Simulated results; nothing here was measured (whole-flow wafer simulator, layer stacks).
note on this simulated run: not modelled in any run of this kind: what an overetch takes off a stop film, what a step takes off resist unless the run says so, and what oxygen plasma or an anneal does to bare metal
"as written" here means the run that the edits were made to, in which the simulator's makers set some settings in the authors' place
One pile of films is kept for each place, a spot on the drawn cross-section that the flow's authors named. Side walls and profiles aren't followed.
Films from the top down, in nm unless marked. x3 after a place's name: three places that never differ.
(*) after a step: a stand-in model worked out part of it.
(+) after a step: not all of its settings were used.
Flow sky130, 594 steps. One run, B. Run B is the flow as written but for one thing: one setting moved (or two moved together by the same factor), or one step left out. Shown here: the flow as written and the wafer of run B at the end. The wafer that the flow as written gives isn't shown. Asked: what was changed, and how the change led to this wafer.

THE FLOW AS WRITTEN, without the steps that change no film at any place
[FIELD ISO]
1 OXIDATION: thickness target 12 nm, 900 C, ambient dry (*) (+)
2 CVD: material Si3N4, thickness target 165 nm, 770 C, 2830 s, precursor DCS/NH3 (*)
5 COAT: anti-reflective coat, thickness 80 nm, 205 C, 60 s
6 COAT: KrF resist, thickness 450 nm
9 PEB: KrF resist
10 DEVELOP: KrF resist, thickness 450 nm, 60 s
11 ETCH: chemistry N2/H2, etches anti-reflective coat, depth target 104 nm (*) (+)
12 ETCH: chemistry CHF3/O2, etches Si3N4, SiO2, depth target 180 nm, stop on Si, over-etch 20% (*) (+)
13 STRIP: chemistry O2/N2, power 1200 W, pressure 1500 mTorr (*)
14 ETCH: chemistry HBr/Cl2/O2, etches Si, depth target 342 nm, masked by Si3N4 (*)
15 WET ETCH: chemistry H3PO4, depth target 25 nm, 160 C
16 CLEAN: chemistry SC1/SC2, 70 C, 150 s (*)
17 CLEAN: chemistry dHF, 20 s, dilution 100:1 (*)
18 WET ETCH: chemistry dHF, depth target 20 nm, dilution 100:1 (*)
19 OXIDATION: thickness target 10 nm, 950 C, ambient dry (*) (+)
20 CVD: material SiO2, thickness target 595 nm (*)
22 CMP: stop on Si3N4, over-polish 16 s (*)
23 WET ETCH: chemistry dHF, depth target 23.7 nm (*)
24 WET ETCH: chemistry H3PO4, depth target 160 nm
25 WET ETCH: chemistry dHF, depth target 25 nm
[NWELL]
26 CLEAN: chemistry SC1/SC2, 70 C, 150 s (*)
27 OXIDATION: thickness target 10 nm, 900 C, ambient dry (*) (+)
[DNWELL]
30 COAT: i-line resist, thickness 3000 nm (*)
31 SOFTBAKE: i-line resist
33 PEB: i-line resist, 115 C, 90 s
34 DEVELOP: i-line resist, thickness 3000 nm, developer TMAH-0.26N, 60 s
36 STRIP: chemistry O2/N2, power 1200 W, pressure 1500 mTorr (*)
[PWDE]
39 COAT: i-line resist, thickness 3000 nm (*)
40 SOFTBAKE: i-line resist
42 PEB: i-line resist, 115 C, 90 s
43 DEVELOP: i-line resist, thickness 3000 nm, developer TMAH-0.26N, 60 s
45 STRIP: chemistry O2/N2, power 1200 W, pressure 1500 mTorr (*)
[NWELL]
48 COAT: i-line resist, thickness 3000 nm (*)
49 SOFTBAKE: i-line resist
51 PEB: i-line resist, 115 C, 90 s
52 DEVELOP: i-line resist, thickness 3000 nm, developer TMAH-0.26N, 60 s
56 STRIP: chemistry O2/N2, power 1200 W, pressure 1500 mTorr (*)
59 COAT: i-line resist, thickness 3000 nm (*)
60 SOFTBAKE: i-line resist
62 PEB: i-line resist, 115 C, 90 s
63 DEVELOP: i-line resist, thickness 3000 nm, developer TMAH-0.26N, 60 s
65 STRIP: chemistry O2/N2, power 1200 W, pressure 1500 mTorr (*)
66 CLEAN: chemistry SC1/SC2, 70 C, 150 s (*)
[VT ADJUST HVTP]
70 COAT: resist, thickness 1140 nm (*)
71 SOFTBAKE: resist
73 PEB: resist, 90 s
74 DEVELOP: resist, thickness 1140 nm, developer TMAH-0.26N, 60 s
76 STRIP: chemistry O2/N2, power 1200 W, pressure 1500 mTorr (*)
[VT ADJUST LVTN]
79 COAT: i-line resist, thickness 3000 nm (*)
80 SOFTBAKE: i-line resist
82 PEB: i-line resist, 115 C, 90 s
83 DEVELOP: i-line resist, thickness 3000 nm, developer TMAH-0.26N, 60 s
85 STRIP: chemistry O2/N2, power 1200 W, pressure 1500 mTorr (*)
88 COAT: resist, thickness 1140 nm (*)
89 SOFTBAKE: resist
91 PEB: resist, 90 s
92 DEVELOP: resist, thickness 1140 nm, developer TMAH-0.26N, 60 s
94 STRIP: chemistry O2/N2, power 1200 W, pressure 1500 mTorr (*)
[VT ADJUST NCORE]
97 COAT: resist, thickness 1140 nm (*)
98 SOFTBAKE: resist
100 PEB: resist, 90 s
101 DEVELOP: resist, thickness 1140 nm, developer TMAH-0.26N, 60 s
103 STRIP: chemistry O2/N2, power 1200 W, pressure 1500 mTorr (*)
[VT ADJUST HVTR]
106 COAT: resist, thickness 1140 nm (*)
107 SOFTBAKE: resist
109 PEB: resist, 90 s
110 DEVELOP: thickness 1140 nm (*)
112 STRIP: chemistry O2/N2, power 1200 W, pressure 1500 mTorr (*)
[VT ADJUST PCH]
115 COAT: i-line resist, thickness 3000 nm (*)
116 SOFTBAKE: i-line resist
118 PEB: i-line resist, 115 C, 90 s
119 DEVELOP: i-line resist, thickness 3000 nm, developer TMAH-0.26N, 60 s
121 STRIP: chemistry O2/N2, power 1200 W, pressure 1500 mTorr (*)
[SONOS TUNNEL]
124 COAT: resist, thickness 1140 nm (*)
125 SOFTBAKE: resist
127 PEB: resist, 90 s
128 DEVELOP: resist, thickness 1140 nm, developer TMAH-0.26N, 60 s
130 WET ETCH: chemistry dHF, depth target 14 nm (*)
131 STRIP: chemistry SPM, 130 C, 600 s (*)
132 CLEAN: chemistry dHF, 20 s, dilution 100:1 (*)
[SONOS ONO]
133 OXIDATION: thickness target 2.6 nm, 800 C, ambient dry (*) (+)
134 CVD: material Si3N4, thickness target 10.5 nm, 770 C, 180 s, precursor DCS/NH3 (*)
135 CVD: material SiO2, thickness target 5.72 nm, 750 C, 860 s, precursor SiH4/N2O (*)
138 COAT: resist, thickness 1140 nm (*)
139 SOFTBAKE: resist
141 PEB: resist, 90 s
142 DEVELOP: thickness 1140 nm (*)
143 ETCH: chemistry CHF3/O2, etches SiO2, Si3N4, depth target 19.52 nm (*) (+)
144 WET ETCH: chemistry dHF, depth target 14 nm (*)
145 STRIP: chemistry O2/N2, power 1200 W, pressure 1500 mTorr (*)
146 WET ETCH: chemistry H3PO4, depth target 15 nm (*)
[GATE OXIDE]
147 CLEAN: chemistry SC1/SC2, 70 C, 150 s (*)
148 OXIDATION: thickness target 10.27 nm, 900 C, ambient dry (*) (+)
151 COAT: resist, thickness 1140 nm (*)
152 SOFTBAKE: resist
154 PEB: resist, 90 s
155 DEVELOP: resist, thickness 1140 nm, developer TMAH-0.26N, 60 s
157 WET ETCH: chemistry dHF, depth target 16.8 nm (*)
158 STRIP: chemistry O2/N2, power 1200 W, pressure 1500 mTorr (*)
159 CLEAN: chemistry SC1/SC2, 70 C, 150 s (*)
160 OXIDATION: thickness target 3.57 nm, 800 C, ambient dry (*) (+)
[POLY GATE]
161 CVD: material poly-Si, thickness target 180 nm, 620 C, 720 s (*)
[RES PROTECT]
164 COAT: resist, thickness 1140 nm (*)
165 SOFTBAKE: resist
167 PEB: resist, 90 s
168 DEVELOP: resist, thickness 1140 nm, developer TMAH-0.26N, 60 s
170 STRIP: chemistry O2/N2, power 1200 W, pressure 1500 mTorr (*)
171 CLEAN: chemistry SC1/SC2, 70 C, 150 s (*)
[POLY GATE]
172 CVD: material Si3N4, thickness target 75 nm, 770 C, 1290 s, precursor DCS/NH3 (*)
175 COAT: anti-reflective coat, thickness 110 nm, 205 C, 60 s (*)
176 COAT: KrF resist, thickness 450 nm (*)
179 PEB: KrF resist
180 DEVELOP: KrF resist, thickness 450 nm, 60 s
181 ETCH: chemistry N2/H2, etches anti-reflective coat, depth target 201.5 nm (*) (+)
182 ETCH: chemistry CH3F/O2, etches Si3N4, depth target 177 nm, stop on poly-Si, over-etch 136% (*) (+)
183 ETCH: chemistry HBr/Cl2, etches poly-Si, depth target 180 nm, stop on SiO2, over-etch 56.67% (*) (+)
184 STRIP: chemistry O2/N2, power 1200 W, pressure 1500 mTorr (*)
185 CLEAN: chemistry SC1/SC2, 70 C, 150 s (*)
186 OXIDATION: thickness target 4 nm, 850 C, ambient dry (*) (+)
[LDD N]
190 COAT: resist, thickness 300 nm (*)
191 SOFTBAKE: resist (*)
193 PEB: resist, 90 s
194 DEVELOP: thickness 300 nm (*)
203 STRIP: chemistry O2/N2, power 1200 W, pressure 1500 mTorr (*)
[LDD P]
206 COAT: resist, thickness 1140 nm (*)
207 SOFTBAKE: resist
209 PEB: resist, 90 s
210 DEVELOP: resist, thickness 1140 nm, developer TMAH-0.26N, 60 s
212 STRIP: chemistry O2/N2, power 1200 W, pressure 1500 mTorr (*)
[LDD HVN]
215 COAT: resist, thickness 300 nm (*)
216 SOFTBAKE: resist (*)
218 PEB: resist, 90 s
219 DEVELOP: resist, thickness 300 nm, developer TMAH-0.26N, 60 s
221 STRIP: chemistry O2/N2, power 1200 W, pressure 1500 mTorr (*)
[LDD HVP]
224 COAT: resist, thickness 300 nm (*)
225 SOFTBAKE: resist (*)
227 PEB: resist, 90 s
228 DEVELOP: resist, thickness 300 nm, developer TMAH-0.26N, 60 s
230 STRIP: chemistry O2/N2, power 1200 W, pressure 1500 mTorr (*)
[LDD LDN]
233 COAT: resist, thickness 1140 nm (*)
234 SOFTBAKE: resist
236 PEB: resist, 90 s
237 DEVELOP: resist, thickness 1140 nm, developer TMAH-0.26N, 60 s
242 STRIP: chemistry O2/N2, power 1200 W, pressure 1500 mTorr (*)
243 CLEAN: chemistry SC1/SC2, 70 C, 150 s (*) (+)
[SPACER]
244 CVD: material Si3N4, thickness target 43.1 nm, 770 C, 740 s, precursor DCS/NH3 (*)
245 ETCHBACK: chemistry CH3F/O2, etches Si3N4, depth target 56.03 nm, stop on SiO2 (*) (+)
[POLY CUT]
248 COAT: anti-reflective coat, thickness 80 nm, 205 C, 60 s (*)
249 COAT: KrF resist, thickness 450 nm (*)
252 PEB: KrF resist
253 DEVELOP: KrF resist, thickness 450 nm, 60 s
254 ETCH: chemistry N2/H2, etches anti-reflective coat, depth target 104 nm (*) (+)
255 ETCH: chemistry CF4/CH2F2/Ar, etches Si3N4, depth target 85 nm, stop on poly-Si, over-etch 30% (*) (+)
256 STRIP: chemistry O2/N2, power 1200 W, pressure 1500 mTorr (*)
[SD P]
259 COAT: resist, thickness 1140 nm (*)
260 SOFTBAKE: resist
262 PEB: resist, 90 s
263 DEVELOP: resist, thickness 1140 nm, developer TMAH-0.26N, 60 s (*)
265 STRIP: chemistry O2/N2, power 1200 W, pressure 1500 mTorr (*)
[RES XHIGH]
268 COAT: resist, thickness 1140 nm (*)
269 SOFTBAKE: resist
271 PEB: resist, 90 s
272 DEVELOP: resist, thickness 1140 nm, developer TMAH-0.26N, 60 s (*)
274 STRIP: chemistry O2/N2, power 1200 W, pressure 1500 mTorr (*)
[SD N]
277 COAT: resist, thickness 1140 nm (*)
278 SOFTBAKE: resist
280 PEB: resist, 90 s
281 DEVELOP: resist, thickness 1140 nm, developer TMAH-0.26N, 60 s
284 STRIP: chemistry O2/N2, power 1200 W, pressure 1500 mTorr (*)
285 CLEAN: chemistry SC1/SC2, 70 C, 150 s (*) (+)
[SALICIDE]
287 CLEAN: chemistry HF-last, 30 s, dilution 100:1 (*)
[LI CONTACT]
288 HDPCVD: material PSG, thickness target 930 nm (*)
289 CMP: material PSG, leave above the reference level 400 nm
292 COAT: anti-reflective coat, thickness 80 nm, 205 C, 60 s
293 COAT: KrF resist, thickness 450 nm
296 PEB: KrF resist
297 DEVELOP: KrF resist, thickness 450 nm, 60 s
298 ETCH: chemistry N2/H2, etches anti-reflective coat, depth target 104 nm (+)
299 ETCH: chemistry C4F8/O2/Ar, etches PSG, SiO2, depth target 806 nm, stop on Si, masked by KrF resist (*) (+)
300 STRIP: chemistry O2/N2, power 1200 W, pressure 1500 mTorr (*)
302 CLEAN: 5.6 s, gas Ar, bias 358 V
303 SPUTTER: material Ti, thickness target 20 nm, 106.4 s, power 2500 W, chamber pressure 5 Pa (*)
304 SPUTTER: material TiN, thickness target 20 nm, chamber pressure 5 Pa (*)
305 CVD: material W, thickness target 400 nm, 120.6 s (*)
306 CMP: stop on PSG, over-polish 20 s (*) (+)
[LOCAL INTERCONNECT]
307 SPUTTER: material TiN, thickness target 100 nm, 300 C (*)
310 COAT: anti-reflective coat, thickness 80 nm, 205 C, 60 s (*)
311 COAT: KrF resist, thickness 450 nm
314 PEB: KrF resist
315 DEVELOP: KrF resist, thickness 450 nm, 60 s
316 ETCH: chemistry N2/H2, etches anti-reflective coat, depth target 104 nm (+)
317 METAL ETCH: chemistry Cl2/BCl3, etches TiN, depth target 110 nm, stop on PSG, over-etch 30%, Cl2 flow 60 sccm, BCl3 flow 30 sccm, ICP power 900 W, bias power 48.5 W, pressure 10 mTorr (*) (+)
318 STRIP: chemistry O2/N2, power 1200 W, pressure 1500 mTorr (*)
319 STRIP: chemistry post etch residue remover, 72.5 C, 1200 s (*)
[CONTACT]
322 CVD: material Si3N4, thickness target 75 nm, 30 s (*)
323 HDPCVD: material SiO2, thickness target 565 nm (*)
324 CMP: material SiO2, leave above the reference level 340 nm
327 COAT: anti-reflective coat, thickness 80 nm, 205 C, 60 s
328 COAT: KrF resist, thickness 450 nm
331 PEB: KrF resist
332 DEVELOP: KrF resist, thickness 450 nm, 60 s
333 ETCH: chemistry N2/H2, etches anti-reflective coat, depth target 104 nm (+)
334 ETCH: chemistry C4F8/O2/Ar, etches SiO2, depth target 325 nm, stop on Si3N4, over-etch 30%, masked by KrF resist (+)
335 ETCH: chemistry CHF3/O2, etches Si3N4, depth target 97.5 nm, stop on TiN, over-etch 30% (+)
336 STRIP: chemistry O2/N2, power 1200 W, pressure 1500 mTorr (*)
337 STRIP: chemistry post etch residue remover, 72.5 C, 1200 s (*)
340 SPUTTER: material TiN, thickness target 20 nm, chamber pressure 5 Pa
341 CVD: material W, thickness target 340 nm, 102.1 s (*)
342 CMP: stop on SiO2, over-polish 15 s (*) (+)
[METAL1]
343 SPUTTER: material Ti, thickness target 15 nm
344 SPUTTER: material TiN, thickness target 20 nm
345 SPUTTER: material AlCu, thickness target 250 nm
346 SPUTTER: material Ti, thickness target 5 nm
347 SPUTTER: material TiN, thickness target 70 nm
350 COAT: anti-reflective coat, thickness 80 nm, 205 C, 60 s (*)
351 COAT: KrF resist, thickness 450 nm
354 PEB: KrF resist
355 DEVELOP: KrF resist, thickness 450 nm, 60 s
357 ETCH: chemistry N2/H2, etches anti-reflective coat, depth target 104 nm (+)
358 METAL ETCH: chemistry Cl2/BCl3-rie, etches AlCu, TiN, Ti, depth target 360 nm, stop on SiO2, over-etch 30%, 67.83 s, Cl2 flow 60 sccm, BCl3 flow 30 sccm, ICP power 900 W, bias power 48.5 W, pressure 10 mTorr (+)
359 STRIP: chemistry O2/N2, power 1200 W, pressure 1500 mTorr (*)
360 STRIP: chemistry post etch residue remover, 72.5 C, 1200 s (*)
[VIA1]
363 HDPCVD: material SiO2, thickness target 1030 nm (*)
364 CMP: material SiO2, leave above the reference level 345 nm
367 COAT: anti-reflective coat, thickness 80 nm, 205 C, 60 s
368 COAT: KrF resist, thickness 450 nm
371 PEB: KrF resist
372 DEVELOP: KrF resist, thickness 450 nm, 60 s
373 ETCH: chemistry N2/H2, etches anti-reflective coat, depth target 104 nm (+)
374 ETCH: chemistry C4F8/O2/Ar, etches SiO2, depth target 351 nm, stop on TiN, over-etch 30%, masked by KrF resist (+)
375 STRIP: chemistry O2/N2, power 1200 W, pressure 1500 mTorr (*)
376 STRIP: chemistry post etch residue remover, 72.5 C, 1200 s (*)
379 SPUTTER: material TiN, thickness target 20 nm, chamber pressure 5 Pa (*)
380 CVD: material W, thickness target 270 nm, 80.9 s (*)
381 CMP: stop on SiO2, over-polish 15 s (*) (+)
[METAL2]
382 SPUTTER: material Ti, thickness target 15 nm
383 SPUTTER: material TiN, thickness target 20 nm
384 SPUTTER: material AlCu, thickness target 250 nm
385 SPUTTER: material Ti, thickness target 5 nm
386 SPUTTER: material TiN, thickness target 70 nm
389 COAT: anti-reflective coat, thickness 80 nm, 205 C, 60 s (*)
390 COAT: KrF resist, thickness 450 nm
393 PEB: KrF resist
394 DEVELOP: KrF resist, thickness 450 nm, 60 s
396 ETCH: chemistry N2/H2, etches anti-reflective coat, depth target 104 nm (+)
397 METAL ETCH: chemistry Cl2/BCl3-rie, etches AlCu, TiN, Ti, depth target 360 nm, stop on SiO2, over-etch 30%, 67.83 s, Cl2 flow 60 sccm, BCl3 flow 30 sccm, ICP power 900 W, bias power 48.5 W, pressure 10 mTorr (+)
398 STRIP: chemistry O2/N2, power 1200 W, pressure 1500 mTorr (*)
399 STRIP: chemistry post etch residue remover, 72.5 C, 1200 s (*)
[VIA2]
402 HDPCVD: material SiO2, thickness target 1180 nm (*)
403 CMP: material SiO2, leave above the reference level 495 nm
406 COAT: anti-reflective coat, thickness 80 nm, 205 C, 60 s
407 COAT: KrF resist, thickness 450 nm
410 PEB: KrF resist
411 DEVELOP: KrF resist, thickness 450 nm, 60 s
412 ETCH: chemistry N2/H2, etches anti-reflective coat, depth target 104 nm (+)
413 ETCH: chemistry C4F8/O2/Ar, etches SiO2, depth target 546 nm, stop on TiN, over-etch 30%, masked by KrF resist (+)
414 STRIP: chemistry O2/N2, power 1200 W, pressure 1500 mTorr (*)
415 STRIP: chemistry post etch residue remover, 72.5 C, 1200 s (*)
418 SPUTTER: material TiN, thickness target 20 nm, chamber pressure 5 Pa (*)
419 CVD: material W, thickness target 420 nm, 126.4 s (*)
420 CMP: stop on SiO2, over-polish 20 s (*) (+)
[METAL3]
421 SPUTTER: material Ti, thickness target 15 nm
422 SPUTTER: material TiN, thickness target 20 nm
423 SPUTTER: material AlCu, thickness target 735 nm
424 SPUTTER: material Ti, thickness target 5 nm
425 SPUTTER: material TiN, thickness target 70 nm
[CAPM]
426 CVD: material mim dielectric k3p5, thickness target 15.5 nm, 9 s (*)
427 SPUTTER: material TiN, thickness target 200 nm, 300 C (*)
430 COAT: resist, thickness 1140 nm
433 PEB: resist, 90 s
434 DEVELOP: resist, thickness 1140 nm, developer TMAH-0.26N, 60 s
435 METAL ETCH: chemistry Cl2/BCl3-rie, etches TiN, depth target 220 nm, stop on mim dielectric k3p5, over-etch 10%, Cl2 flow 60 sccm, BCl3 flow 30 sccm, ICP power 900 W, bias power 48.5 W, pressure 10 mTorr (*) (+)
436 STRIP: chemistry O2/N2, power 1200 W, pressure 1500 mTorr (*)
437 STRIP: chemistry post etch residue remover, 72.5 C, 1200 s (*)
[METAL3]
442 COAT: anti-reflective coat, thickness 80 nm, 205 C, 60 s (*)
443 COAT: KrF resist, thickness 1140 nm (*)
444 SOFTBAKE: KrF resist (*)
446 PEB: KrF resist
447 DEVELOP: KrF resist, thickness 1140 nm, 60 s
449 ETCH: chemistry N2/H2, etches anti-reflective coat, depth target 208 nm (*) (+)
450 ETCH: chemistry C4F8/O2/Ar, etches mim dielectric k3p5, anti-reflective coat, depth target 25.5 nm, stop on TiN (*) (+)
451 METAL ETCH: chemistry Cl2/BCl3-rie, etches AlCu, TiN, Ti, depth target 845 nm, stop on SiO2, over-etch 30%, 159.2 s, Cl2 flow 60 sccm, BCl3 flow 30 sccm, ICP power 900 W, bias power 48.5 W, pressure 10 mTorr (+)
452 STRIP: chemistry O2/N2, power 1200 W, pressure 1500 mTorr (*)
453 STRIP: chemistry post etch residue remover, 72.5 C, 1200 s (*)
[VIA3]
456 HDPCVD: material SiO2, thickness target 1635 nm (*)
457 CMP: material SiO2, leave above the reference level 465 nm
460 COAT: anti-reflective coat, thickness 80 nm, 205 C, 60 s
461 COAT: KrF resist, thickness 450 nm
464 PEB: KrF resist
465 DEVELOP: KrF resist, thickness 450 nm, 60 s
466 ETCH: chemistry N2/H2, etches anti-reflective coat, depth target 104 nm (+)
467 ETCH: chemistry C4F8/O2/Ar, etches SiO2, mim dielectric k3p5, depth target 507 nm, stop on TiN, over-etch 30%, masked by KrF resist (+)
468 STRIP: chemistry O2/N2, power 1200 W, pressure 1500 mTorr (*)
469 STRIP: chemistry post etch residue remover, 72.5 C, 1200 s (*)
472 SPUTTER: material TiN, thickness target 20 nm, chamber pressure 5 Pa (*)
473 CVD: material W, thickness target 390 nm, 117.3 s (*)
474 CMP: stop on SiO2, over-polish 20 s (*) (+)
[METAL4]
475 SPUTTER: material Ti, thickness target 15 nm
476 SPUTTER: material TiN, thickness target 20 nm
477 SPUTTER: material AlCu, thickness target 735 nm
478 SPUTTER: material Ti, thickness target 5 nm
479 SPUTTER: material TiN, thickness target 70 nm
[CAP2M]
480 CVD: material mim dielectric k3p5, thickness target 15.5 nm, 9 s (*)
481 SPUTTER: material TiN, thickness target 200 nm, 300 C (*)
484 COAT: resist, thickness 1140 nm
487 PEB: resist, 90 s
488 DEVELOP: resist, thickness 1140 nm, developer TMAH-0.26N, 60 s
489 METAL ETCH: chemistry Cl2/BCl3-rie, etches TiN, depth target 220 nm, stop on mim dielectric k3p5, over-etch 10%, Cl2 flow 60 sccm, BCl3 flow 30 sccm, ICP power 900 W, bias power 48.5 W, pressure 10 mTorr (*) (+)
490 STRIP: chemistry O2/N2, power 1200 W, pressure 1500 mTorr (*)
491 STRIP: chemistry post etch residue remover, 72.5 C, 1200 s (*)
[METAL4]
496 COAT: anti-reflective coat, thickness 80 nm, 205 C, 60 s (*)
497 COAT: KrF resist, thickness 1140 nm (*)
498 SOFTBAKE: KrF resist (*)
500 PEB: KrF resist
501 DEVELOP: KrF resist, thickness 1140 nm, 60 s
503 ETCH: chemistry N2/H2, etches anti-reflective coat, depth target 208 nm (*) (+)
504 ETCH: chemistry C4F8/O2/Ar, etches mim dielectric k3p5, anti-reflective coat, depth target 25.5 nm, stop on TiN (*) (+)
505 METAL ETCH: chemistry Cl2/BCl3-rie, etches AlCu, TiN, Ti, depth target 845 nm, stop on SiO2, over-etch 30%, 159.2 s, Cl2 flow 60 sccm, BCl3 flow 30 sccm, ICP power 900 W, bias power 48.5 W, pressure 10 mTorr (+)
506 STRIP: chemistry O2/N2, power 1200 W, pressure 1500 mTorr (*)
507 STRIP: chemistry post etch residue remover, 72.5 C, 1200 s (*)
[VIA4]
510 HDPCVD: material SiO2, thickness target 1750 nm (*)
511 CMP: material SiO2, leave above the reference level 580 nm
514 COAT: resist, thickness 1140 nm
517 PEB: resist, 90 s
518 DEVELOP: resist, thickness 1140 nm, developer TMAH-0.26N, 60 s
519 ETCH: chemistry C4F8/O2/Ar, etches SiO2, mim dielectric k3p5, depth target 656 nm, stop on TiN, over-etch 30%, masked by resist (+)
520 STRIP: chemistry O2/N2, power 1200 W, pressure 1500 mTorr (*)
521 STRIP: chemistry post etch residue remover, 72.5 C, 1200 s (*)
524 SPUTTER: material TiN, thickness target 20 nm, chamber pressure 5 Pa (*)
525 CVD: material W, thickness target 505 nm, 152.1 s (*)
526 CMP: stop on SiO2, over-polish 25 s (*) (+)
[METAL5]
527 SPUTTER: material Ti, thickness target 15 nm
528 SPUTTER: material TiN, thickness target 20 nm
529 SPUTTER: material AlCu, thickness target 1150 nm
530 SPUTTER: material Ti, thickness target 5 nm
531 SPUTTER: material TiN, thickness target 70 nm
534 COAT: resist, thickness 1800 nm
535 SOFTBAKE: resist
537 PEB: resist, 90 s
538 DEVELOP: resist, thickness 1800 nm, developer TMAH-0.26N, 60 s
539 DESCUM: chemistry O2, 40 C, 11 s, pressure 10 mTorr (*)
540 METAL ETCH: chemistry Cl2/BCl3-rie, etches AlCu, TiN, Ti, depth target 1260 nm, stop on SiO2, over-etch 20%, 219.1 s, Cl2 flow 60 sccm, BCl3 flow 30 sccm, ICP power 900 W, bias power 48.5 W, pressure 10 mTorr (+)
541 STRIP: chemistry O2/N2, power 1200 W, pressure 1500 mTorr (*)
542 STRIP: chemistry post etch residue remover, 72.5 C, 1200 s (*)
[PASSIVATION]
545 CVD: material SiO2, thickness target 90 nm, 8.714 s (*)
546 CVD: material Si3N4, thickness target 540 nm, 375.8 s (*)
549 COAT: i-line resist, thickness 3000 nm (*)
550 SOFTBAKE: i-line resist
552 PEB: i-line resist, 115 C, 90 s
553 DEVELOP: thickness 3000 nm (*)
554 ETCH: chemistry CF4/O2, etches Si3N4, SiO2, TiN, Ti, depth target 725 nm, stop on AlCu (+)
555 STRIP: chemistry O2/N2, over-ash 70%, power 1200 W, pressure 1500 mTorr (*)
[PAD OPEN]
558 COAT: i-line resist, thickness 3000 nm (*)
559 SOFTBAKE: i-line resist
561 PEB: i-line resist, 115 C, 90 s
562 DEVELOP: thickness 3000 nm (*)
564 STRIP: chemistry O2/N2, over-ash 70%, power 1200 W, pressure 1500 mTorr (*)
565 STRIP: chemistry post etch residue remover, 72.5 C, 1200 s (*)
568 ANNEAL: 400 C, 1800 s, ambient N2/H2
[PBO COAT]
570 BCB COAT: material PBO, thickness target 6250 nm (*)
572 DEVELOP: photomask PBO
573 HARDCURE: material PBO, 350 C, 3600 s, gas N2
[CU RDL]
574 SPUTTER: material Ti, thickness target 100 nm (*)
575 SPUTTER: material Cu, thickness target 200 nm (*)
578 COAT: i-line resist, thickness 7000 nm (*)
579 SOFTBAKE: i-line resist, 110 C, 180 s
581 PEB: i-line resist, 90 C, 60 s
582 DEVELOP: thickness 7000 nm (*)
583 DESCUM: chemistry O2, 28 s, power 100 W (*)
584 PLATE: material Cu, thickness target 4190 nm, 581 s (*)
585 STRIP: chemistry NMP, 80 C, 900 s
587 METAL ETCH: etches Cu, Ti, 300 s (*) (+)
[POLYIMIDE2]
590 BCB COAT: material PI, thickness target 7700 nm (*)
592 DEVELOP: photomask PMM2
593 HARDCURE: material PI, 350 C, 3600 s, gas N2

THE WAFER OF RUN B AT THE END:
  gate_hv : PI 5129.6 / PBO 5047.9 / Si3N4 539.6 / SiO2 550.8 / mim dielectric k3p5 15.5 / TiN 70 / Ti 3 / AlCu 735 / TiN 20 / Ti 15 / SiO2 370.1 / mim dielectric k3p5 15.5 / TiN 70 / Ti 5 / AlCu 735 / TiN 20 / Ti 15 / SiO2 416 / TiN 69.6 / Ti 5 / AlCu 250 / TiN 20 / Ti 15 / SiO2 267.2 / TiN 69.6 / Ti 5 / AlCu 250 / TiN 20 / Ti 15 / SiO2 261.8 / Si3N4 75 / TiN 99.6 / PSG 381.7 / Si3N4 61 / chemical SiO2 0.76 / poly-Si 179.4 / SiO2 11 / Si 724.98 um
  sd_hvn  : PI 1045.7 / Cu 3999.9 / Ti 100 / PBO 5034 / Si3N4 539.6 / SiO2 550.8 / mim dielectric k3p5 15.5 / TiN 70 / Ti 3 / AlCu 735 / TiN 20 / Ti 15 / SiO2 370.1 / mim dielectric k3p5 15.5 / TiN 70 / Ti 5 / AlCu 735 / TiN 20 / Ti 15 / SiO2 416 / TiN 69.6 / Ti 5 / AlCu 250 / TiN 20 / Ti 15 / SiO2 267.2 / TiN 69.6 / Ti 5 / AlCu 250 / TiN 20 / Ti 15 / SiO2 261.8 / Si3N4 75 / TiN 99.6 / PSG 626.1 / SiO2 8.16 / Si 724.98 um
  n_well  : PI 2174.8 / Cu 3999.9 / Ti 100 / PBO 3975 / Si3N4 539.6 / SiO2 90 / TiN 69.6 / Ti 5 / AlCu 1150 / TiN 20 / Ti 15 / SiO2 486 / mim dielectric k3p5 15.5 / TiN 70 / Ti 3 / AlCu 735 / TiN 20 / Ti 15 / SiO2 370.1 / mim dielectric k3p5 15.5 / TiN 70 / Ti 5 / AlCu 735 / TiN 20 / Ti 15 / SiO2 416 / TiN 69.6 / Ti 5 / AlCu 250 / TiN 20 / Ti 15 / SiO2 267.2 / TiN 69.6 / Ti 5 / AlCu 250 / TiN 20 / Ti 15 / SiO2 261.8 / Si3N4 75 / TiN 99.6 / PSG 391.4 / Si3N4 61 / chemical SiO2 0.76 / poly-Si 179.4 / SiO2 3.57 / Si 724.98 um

The cause: step 478, SPUTTER: thickness target 3 nm was run, where the flow has thickness target 5 nm.
It can be read off the wafer: gate_hv has Ti 3, and step 478 as written asks for 5 nm.

How the change led to this, step by step:
  478 SPUTTER: material Ti, thickness target 5 nm
      field, active, n_well and 189 more: Ti +3 (new film) (as written it would be: Ti +5 (new film))
  505 METAL ETCH: chemistry Cl2/BCl3-rie, etches AlCu, TiN, Ti, depth target 845 nm, stop on SiO2, over-etch 30%, 159.2 s, Cl2 flow 60 sccm, BCl3 flow 30 sccm, ICP power 900 W, bias power 48.5 W, pressure 10 mTorr (+)
      field, active, gate and 70 more: TiN -70 (all of it), Ti -3 (all of it), AlCu -735 (all of it), TiN -20 (all of it), Ti -15 (all of it), SiO2 -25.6 (as written it would be: TiN -70 (all of it), Ti -5 (all of it), AlCu -735 (all of it), TiN -20 (all of it), Ti -15 (all of it), SiO2 -25.4)
      vpp_iso1, mim_edge_plate, m1_ln and 11 more: TiN -70 (all of it), Ti -3 (all of it), AlCu -735 (all of it), TiN -20 (all of it), Ti -15 (all of it), SiO2 -25.6 (as written it would be: TiN -70 (all of it), Ti -5 (all of it), AlCu -735 (all of it), TiN -20 (all of it), Ti -15 (all of it), SiO2 -25.3)
      (and at 1 more place)
